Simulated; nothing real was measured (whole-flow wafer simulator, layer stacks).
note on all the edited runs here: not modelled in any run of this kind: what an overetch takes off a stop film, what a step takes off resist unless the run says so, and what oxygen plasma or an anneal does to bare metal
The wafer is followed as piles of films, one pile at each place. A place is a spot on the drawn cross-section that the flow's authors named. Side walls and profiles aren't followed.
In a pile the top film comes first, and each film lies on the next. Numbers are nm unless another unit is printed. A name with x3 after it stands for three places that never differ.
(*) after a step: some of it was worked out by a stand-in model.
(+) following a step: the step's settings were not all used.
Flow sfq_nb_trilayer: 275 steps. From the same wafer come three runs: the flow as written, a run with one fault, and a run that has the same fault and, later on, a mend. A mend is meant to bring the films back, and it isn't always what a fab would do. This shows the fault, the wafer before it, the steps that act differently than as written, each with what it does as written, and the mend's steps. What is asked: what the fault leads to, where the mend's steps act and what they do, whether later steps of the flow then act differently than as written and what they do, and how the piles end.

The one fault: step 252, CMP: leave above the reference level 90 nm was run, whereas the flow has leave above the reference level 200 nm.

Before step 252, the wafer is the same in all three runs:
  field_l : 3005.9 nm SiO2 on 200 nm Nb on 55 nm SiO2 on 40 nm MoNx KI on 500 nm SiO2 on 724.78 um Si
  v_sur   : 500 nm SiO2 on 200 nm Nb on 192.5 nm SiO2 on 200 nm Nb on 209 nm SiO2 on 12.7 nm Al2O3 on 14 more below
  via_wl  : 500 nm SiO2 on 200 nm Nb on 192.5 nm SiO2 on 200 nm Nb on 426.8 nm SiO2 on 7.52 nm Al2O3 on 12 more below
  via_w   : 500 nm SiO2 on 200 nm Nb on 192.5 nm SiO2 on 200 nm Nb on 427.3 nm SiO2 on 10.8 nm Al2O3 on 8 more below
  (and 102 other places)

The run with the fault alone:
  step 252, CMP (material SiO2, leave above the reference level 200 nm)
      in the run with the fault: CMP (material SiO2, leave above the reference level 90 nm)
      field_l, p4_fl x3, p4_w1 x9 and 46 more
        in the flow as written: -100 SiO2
        in the run with the fault: -210 SiO2
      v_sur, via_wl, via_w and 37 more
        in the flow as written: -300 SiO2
        in the run with the fault: -410 SiO2
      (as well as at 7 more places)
  Steps later in the flow that act otherwise than as written (2 more steps, not shown, differ only slightly: by at most 2% or 0.5 nm, whichever is larger):
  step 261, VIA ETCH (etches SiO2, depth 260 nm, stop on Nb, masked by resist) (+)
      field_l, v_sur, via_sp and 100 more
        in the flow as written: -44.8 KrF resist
        in the run with the fault: -23.2 KrF resist
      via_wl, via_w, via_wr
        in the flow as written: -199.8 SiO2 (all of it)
        in the run with the fault: -89.8 SiO2 (all of it)
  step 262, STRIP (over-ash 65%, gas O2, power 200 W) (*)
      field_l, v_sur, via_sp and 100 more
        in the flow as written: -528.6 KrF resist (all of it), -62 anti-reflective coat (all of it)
        in the run with the fault: -550.2 KrF resist (all of it), -62 anti-reflective coat (all of it)
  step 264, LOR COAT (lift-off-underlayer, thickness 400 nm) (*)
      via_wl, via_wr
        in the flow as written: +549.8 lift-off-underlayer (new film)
        in the run with the fault: +467.4 lift-off-underlayer (new film)
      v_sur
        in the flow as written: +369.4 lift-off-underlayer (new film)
        in the run with the fault: +386.2 lift-off-underlayer (new film)
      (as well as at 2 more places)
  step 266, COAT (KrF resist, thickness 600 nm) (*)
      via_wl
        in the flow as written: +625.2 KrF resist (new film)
        in the run with the fault: +611.3 KrF resist (new film)
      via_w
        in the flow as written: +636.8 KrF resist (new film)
        in the run with the fault: +616.6 KrF resist (new film)
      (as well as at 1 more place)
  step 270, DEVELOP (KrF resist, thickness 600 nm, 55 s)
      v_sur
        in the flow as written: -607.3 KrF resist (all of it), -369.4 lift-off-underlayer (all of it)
        in the run with the fault: -602.6 KrF resist (all of it), -386.2 lift-off-underlayer (all of it)
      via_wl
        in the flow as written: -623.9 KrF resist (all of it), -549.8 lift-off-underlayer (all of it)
        in the run with the fault: -610 KrF resist (all of it), -467.4 lift-off-underlayer (all of it)
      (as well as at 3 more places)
  At field_l, v_sur, via_sp and 100 more, the piles at the end differ from the flow's by more than 2% or 0.5 nm, whichever is larger.
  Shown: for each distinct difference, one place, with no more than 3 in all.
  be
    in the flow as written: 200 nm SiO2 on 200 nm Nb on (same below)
    in the run with the fault: 90 nm SiO2 on 200 nm Nb on (same below)
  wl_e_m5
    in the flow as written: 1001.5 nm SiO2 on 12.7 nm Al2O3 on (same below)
    in the run with the fault: 891.5 nm SiO2 on 12.7 nm Al2O3 on (same below)
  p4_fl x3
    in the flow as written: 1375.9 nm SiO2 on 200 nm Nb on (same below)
    in the run with the fault: 1265.9 nm SiO2 on 200 nm Nb on (same below)

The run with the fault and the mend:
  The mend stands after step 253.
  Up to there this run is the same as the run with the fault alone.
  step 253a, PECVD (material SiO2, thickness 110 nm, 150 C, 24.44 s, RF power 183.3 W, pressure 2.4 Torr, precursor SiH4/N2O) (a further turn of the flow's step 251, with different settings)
      field_l, v_sur, via_wl and 103 more
        +110 SiO2
  Later steps of the flow that are run all act as written at every place that is followed.
  By the end, the piles equal the flow's at every place that both follow.
